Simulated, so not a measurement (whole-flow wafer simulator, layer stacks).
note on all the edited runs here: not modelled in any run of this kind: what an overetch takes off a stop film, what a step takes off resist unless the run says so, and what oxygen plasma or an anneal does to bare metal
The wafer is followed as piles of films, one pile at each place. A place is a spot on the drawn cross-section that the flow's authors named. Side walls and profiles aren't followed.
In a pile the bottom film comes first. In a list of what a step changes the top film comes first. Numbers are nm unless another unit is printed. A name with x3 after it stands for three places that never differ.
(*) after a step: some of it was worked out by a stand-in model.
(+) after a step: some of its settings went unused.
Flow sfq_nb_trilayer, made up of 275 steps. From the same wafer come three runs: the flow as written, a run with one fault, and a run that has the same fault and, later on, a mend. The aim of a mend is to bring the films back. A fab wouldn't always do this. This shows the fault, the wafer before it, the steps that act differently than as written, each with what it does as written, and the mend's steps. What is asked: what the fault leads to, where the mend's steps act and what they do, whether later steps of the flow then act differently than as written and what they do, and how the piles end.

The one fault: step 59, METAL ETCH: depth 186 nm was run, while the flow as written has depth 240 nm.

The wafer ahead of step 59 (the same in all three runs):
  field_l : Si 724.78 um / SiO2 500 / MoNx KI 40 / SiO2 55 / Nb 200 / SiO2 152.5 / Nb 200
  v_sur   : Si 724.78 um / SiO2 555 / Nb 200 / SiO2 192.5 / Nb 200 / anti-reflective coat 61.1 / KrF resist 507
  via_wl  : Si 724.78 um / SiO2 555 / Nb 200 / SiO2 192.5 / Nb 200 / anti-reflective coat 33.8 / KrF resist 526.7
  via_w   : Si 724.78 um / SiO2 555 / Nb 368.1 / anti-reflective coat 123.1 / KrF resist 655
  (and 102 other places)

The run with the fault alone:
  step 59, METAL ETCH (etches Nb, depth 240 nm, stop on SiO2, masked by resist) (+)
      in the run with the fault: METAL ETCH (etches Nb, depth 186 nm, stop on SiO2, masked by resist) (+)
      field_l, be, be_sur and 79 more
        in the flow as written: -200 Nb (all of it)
        in the run with the fault: -186 Nb
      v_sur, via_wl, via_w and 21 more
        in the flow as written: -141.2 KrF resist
        in the run with the fault: -109.4 KrF resist
  Later steps of the flow acting differently than as written:
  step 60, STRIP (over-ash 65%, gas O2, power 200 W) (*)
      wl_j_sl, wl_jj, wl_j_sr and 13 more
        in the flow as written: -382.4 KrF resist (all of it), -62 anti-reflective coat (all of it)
        in the run with the fault: -414.1 KrF resist (all of it), -62 anti-reflective coat (all of it)
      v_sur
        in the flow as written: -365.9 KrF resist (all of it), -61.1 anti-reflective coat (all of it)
        in the run with the fault: -397.6 KrF resist (all of it), -61.1 anti-reflective coat (all of it)
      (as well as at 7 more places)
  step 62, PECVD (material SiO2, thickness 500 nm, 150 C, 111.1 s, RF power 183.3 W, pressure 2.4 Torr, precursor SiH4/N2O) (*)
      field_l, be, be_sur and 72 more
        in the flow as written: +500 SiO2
        in the run with the fault: +500 SiO2 (new film)
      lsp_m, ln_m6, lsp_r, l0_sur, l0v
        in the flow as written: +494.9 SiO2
        in the run with the fault: +500 SiO2 (new film)
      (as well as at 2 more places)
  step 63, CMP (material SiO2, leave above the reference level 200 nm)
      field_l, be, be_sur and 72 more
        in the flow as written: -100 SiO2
        in the run with the fault: -114 SiO2
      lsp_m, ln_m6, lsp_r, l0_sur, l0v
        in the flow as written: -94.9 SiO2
        in the run with the fault: -114 SiO2
  At field_l, be, be_sur and 79 more, the piles at the end differ from the flow's by more than 2% or 0.5 nm, whichever is larger.
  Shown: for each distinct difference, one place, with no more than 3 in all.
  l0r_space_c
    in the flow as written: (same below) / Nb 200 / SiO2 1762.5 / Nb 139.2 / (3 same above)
    in the run with the fault: (same below) / Nb 200 / SiO2 192.5 / Nb 14 / SiO2 1556 / Nb 139.2 / (3 same above)
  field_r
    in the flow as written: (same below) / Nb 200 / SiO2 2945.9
    in the run with the fault: (same below) / Nb 200 / SiO2 192.5 / Nb 14 / SiO2 2739.4
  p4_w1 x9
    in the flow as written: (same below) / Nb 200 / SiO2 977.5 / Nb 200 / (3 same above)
    in the run with the fault: (same below) / Nb 200 / SiO2 192.5 / Nb 14 / SiO2 771 / Nb 200 / (3 same above)

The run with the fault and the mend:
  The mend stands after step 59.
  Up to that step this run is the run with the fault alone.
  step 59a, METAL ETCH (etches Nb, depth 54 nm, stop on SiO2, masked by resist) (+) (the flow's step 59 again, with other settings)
      field_l, be, be_sur and 79 more
        -14 Nb (all of it)
      v_sur, via_wl, via_w and 21 more
        -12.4 KrF resist
  Later steps of the flow acting differently than as written:
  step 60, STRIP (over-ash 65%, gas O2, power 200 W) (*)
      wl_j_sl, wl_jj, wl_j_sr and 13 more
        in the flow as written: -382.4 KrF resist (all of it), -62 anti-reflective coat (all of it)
        in the run with the mend: -401.8 KrF resist (all of it), -62 anti-reflective coat (all of it)
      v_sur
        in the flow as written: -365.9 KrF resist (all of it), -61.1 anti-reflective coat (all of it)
        in the run with the mend: -385.3 KrF resist (all of it), -61.1 anti-reflective coat (all of it)
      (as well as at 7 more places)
  At every place that both follow, the piles at the end match the flow's.
